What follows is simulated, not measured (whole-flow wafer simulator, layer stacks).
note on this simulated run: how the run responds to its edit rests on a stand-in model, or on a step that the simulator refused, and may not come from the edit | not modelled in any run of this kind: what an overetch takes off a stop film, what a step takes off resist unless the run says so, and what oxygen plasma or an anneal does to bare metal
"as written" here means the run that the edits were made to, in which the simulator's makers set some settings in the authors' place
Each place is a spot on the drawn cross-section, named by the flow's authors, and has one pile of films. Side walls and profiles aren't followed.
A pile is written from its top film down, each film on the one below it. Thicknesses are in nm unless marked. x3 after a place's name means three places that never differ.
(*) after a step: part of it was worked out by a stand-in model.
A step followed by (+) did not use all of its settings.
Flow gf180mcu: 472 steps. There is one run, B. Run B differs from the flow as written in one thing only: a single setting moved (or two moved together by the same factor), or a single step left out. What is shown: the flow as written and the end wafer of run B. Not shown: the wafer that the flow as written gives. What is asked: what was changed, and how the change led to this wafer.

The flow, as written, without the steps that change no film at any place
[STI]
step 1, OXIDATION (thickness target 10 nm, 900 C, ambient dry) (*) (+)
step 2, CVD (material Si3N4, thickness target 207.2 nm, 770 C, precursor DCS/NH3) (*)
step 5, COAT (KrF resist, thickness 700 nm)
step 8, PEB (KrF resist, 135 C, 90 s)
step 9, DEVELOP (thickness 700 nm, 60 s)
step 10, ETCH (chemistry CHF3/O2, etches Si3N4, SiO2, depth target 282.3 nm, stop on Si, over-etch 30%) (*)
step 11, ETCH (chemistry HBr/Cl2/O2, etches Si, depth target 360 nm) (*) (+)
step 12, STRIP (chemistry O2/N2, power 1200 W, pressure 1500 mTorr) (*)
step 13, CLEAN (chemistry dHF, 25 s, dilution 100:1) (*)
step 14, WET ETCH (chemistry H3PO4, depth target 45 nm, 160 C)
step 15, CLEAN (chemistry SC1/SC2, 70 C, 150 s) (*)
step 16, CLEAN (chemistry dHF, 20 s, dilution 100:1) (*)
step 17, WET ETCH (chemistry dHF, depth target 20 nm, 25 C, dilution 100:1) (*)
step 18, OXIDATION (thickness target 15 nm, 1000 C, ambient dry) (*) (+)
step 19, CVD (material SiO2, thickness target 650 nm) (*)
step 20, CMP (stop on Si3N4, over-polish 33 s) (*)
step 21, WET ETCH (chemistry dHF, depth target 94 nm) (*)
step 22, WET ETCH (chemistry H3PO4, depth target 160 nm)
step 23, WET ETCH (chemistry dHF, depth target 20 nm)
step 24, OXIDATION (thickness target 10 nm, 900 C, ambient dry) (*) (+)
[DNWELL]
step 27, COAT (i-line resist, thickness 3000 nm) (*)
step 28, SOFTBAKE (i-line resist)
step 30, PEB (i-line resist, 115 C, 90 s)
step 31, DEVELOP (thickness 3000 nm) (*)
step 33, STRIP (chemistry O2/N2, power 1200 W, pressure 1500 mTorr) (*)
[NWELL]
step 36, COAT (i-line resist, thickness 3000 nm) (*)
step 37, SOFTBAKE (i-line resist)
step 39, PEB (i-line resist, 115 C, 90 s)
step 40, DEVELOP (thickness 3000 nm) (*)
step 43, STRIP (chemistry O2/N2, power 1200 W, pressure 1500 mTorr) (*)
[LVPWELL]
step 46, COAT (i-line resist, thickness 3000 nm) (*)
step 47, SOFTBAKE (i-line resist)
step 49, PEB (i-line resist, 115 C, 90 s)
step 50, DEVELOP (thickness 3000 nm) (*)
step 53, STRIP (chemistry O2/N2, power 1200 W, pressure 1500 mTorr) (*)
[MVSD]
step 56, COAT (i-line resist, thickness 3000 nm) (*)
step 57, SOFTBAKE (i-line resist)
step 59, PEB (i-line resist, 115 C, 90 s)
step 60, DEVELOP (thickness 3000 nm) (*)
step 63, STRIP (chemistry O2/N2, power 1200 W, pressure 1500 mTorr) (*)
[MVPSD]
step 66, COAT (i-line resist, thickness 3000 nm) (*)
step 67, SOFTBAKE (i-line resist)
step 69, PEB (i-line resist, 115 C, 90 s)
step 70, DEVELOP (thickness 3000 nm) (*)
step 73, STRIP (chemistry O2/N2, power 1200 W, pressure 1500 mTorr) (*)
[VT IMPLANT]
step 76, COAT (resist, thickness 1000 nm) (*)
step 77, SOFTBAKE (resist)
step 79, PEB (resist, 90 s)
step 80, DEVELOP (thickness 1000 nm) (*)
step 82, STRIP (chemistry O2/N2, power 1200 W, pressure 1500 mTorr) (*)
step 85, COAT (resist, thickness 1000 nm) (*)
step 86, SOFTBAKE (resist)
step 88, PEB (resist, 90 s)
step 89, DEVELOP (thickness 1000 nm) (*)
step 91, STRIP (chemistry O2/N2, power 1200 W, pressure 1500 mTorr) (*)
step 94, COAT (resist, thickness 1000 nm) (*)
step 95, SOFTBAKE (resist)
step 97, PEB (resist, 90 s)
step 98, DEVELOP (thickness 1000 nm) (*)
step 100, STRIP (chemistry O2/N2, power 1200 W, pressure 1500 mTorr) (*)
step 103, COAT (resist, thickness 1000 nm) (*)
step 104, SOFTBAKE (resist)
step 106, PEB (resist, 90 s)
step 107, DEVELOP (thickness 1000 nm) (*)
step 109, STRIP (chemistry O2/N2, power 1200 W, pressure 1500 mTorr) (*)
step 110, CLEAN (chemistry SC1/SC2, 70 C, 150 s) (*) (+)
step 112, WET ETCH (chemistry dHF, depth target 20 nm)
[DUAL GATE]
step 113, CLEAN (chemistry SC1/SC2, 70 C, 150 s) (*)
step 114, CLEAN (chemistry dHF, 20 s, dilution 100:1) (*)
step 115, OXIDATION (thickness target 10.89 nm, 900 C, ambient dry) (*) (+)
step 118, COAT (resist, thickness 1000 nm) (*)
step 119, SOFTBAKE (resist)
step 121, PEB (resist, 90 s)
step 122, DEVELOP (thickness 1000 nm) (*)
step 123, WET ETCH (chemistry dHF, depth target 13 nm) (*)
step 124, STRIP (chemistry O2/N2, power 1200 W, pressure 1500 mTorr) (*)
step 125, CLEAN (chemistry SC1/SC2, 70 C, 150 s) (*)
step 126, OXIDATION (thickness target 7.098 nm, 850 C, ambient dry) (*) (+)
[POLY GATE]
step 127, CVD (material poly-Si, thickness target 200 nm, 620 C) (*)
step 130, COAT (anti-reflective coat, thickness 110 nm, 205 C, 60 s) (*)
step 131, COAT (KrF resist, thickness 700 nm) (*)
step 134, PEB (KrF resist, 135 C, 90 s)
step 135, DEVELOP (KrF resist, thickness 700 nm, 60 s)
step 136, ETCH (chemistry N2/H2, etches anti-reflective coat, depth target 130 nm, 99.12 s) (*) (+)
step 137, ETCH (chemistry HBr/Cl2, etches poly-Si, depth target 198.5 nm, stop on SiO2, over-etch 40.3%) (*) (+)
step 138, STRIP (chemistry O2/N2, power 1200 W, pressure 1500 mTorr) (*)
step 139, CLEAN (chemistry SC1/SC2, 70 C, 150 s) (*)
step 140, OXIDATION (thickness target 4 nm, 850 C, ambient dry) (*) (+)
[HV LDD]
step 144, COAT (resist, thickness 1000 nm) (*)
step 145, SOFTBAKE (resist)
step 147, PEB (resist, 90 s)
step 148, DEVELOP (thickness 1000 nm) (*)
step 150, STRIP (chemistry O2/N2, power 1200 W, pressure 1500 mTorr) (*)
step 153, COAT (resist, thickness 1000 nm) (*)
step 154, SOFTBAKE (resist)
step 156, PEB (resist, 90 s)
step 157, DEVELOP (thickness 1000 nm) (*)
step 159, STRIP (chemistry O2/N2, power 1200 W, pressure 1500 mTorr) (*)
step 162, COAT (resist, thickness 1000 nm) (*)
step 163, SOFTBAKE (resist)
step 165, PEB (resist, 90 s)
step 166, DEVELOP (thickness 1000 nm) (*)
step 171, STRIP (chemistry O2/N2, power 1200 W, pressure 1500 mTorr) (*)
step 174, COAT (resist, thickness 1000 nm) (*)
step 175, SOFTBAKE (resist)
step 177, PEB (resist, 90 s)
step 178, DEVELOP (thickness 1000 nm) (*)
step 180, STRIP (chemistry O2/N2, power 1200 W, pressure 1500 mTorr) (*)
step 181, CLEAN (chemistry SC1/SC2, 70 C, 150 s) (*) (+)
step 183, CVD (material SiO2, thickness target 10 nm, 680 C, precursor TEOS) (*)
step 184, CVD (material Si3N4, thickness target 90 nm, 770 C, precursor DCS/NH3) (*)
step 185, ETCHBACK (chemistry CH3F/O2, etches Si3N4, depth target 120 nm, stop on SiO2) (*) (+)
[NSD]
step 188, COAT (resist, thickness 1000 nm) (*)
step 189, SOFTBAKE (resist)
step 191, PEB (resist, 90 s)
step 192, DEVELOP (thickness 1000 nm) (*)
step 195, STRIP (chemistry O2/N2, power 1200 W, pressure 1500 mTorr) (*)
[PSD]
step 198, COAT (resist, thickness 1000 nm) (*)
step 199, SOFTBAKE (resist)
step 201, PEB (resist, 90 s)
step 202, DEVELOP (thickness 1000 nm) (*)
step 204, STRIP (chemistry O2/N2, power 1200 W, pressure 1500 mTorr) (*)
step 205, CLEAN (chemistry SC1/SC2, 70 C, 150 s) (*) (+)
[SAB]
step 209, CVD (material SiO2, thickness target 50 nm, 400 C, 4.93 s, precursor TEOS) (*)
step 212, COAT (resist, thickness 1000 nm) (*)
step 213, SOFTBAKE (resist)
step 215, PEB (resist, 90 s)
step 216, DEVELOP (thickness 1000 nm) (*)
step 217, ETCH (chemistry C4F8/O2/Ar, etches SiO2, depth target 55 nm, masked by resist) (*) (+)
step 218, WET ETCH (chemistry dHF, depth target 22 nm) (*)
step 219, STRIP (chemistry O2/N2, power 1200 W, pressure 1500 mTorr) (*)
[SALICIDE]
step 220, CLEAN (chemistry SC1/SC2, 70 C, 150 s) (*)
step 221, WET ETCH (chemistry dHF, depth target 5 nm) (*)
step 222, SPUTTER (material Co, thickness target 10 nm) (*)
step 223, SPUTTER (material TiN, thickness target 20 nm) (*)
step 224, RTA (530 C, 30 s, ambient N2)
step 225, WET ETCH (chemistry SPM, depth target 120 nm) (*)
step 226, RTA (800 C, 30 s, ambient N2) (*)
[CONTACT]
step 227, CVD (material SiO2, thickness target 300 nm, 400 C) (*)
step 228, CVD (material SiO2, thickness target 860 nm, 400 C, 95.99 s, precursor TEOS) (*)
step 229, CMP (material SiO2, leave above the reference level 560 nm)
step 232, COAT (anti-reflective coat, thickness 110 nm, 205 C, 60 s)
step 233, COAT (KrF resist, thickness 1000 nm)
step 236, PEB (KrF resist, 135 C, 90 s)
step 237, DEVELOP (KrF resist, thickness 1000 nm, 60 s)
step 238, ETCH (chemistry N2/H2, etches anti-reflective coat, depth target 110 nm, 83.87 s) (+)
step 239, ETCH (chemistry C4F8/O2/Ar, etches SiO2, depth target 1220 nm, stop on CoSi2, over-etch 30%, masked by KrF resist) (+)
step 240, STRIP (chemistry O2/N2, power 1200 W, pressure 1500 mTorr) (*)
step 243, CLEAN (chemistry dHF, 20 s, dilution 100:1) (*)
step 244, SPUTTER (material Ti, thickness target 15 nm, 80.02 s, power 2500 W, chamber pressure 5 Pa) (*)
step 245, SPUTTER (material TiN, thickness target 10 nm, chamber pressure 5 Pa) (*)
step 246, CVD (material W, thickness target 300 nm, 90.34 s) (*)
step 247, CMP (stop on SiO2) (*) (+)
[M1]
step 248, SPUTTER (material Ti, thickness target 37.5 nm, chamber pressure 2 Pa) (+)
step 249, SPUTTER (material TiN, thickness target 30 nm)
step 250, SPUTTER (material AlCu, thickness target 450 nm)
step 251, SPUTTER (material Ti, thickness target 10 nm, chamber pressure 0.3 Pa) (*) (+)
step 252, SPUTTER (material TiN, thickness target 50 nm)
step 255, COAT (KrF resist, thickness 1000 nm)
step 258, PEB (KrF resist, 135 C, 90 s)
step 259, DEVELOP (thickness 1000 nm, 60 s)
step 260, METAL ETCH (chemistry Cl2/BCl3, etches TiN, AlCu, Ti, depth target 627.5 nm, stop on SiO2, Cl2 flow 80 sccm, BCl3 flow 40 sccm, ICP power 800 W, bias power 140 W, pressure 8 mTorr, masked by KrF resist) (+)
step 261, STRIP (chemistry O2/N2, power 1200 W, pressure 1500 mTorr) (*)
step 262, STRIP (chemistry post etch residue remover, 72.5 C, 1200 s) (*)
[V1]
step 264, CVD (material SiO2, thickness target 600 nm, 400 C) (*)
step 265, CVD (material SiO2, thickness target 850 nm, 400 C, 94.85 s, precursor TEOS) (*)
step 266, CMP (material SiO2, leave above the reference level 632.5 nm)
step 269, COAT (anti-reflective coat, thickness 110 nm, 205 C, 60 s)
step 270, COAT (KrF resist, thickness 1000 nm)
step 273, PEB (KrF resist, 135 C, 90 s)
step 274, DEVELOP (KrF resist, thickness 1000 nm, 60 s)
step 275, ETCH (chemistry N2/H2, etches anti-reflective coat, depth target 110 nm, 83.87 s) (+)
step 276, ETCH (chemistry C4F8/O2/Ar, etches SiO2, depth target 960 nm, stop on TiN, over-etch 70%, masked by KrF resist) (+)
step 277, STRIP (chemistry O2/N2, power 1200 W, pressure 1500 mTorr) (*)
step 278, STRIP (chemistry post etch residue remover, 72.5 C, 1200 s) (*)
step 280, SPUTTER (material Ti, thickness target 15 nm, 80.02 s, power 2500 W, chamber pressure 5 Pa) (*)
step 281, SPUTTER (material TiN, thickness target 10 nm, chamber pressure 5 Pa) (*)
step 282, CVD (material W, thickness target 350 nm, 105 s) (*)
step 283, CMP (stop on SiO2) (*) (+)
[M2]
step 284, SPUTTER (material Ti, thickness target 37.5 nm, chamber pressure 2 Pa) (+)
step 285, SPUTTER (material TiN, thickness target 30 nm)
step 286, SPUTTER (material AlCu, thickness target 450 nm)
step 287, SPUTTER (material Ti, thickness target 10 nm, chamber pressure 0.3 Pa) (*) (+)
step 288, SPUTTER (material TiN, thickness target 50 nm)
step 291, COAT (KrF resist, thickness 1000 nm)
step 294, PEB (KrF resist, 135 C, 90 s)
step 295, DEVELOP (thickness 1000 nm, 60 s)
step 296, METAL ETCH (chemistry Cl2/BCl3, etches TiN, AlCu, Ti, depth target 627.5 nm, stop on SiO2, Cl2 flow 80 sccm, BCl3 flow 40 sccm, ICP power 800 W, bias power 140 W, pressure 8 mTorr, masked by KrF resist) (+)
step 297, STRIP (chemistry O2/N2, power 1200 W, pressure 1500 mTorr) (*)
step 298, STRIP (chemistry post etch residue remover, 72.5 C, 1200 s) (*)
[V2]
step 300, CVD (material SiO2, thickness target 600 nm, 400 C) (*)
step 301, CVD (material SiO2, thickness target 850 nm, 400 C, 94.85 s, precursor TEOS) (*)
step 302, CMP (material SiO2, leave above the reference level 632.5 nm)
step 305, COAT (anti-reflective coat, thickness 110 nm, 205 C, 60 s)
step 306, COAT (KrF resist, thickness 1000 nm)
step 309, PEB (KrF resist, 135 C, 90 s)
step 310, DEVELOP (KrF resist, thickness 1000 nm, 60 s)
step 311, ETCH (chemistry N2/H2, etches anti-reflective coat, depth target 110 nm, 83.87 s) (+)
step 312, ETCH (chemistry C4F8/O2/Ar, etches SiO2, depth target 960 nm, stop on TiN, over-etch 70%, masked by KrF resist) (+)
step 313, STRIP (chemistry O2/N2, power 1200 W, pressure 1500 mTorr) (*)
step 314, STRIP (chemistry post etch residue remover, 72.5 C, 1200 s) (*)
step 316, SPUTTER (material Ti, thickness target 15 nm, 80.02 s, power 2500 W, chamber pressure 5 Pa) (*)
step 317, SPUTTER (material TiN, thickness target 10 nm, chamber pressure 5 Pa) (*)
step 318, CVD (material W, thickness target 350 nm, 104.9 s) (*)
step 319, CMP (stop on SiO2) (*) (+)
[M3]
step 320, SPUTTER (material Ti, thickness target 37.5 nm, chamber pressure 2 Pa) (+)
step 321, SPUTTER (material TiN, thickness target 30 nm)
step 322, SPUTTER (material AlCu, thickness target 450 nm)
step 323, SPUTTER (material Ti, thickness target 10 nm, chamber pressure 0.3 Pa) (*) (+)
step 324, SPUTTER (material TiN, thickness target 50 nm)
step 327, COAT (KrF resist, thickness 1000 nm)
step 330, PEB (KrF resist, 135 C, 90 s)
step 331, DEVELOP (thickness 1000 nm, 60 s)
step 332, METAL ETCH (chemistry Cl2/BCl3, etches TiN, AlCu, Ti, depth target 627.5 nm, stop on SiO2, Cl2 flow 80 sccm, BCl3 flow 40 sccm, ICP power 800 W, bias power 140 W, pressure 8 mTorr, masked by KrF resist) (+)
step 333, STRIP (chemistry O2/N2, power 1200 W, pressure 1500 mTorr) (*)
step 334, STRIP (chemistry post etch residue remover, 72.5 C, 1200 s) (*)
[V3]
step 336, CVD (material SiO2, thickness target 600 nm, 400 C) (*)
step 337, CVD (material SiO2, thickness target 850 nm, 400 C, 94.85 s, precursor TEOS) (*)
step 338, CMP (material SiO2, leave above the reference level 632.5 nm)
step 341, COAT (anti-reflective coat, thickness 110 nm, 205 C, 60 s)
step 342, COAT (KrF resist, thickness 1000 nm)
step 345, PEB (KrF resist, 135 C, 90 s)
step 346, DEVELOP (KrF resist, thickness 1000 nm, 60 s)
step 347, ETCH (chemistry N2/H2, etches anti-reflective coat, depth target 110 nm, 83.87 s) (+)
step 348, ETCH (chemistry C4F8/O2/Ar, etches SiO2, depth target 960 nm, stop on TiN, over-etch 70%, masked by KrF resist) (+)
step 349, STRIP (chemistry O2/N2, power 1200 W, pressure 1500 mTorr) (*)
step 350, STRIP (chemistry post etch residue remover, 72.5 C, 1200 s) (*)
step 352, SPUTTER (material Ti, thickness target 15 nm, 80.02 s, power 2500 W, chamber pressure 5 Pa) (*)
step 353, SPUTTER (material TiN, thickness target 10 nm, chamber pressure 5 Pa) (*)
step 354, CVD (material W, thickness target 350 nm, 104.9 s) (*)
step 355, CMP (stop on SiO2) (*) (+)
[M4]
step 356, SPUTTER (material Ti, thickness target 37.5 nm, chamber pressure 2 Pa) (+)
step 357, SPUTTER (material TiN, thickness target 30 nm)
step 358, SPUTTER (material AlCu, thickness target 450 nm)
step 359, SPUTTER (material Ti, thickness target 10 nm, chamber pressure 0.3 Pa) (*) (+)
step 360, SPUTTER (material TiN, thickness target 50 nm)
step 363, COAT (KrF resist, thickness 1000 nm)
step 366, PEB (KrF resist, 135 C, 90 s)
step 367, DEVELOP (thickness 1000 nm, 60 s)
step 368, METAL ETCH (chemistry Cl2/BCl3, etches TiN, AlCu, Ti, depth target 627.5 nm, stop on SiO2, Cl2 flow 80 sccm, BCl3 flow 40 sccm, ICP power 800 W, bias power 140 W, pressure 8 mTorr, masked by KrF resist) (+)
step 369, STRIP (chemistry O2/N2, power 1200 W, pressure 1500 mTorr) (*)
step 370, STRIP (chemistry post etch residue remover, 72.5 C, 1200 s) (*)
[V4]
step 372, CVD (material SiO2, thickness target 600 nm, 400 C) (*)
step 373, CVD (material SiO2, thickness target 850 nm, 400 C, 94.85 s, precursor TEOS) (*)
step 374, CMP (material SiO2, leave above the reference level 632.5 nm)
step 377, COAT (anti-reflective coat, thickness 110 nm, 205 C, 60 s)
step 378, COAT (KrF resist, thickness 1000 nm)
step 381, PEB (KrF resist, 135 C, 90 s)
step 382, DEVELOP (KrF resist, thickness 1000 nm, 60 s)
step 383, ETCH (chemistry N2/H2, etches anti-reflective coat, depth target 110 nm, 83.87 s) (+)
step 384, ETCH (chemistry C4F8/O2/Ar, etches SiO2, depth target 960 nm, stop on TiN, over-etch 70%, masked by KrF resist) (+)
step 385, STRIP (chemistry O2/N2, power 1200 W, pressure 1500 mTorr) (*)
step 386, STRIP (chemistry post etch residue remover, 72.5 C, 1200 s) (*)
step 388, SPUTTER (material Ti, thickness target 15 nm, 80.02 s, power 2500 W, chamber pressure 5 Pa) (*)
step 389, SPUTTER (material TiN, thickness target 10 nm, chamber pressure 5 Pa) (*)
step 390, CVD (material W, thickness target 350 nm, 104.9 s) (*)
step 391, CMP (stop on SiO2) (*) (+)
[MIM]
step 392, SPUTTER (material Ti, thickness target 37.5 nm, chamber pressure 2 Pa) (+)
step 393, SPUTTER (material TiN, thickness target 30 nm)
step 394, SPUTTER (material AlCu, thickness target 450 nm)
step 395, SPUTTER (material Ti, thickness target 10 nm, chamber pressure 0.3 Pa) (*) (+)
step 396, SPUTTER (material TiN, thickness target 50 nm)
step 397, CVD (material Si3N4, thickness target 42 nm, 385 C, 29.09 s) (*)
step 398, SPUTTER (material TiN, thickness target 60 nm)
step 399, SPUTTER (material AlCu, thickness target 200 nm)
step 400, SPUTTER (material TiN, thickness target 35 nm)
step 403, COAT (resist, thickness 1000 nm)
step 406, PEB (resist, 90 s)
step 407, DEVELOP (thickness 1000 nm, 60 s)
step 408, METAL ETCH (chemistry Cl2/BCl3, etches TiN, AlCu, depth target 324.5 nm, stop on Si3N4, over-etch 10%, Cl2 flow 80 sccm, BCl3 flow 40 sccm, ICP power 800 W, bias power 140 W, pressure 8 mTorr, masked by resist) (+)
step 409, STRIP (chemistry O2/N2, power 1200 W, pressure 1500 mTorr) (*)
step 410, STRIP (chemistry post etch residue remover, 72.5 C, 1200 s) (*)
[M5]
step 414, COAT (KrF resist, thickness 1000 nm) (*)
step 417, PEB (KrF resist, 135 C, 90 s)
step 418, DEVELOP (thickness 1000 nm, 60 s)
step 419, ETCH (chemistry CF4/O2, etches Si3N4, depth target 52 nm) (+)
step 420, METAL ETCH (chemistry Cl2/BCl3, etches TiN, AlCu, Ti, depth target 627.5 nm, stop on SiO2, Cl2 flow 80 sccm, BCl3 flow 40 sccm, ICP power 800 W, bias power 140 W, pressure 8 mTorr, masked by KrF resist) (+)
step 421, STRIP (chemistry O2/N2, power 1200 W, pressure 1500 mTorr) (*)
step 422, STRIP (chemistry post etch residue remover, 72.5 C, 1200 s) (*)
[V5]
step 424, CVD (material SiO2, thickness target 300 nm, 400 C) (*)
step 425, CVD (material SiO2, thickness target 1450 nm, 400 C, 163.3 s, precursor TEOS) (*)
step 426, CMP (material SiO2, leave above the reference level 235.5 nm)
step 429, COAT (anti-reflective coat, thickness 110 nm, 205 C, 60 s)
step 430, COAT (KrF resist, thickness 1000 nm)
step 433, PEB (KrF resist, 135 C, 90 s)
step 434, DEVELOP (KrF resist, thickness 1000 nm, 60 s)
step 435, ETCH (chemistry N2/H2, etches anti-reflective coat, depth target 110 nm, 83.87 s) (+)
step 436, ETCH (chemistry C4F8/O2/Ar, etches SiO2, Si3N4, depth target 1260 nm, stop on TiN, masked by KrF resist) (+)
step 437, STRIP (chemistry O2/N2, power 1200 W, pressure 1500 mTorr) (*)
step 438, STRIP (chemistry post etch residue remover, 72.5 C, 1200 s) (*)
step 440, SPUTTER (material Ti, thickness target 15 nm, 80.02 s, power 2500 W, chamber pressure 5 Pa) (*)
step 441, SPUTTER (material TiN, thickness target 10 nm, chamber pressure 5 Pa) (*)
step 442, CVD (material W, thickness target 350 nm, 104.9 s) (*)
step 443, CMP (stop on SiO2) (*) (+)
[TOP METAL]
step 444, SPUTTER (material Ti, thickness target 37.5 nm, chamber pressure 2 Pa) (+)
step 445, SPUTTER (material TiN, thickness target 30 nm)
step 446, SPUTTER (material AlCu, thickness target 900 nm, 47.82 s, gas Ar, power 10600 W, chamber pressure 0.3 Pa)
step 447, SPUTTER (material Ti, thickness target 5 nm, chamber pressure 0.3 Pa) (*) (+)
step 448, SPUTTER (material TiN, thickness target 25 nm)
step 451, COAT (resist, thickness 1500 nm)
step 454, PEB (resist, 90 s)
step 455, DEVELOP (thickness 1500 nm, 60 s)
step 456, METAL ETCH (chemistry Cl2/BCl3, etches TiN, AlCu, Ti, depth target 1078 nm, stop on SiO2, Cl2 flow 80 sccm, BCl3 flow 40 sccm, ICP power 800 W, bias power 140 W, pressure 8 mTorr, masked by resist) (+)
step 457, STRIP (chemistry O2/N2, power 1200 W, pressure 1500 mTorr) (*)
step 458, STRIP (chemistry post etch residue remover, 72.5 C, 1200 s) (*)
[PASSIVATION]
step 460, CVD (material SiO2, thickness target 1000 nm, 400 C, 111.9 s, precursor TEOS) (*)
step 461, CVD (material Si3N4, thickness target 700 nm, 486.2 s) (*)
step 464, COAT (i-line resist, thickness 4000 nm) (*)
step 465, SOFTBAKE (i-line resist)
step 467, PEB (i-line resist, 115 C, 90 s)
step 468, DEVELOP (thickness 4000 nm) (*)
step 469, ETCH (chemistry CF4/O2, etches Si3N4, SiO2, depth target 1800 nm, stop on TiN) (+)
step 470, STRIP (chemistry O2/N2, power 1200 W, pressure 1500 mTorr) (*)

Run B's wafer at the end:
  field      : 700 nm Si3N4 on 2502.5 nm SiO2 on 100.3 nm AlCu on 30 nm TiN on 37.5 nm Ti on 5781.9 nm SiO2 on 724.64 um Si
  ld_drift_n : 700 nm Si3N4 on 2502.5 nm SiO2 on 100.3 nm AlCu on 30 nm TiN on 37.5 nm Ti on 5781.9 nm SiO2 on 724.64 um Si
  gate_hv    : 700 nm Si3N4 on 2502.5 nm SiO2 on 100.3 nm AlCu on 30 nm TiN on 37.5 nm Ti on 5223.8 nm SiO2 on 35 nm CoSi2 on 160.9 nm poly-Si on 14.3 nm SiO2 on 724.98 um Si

Cause: step 394, SPUTTER: thickness target 675 nm was run, though the flow has thickness target 450 nm.

How this came from the change, step by step:
  step 394, SPUTTER (material AlCu, thickness target 450 nm)
      field, field__w1, field__w2 and 108 more: +675 AlCu (new film) (it would be, as written: +450 AlCu (new film))
  step 420, METAL ETCH (chemistry Cl2/BCl3, etches TiN, AlCu, Ti, depth target 627.5 nm, stop on SiO2, Cl2 flow 80 sccm, BCl3 flow 40 sccm, ICP power 800 W, bias power 140 W, pressure 8 mTorr, masked by KrF resist) (+)
      field, field__w1, field__w2 and 101 more: -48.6 TiN (all of it), -10 Ti (all of it), -568.9 AlCu (it would be, as written: -48.6 TiN (all of it), -10 Ti (all of it), -450 AlCu (all of it), -30 TiN (all of it), -37.5 Ti (all of it))
  step 422, STRIP (chemistry post etch residue remover, 72.5 C, 1200 s) (*)
      field, field__w1, field__w2 and 101 more: -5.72 AlCu (it would be, as written: nothing)
  step 424, CVD (material SiO2, thickness target 300 nm, 400 C) (*)
      field, field__w1, field__w2 and 101 more: +300 SiO2 (new film) (it would be, as written: +300 SiO2)
  step 426, CMP (material SiO2, leave above the reference level 235.5 nm)
      field, field__w1, field__w5 and 92 more: -243.7 SiO2 (it would be, as written: -300.8 SiO2)
      field__w2, field__w3, field__w12 and 6 more: -212.9 SiO2 (it would be, as written: -272.7 SiO2)
Taking metal films that touch as one body, field has 1 body; the flow as written gives 0 bodies.
Taking metal films that touch as one body, ld_drift_n has 1 body; the flow as written gives 0 bodies.
Taking metal films that touch as one body, gate_hv has 2 bodies (between them, from the top down: SiO2 5223.8); the flow as written gives 1 body.
